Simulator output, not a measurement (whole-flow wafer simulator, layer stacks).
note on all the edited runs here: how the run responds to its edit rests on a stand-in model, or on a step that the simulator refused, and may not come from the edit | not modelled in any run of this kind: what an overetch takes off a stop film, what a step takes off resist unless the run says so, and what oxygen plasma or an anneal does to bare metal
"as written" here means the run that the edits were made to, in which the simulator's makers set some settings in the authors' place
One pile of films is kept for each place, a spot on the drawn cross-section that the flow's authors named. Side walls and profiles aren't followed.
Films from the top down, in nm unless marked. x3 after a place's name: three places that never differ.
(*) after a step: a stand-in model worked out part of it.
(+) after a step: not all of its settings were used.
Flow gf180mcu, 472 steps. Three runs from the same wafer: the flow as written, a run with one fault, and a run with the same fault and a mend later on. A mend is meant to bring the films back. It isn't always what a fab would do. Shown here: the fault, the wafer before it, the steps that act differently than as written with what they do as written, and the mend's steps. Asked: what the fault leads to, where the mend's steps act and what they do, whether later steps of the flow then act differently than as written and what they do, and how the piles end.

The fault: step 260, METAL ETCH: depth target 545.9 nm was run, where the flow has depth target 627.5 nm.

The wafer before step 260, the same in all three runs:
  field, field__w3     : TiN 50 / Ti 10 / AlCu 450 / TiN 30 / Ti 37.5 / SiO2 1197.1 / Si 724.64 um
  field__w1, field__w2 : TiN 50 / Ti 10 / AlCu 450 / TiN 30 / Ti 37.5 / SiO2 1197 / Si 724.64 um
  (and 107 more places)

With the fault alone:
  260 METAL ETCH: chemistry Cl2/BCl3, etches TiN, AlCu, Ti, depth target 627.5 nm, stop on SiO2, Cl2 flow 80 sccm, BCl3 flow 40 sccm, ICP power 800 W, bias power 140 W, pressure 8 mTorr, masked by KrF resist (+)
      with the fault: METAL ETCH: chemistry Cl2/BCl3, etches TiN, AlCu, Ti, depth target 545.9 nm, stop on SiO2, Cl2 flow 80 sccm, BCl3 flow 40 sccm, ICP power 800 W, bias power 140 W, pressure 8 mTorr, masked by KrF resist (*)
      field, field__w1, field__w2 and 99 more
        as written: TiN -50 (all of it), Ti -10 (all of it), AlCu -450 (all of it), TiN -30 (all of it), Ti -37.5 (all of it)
        with the fault: TiN -50 (all of it), Ti -10 (all of it), AlCu -450 (all of it), TiN -30 (all of it), Ti -5.9
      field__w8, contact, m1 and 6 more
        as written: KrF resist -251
        with the fault: KrF resist -218.4
  Later steps of the flow that act differently than as written:
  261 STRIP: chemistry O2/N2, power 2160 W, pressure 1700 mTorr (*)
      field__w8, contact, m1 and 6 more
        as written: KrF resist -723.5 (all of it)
        with the fault: KrF resist -756.2 (all of it)
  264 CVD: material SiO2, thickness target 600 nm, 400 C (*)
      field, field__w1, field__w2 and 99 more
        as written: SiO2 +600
        with the fault: SiO2 +600 (new film)
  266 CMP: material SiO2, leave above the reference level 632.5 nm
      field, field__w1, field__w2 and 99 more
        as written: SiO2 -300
        with the fault: SiO2 -331.6
  At the end the piles differ from the flow's by more than 2% or 0.5 nm, whichever is larger, at field, field__w1, field__w2 and 100 more.
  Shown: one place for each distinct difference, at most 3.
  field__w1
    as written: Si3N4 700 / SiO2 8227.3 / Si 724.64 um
    with the fault: Si3N4 700 / SiO2 6998.6 / Ti 31.6 / SiO2 1197 / Si 724.64 um
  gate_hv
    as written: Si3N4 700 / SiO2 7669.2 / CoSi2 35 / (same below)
    with the fault: Si3N4 700 / SiO2 6998.6 / Ti 31.6 / SiO2 638.9 / CoSi2 35 / (same below)
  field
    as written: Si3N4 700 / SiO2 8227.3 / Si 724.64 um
    with the fault: Si3N4 700 / SiO2 6998.6 / Ti 31.6 / SiO2 1197.1 / Si 724.64 um

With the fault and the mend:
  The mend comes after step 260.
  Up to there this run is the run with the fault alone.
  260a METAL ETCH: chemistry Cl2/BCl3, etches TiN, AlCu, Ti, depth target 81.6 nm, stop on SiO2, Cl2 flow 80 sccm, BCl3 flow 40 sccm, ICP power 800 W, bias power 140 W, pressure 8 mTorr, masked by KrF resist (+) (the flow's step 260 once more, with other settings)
      field, field__w1, field__w2 and 99 more
        Ti -31.6 (all of it)
      field__w8, contact, m1 and 6 more
        KrF resist -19
  No later step of the flow acts differently than as written, at any place that is followed, by more than 2% or 0.5 nm, whichever is larger.
  At the end the piles are the same as the flow's at every place that both follow.
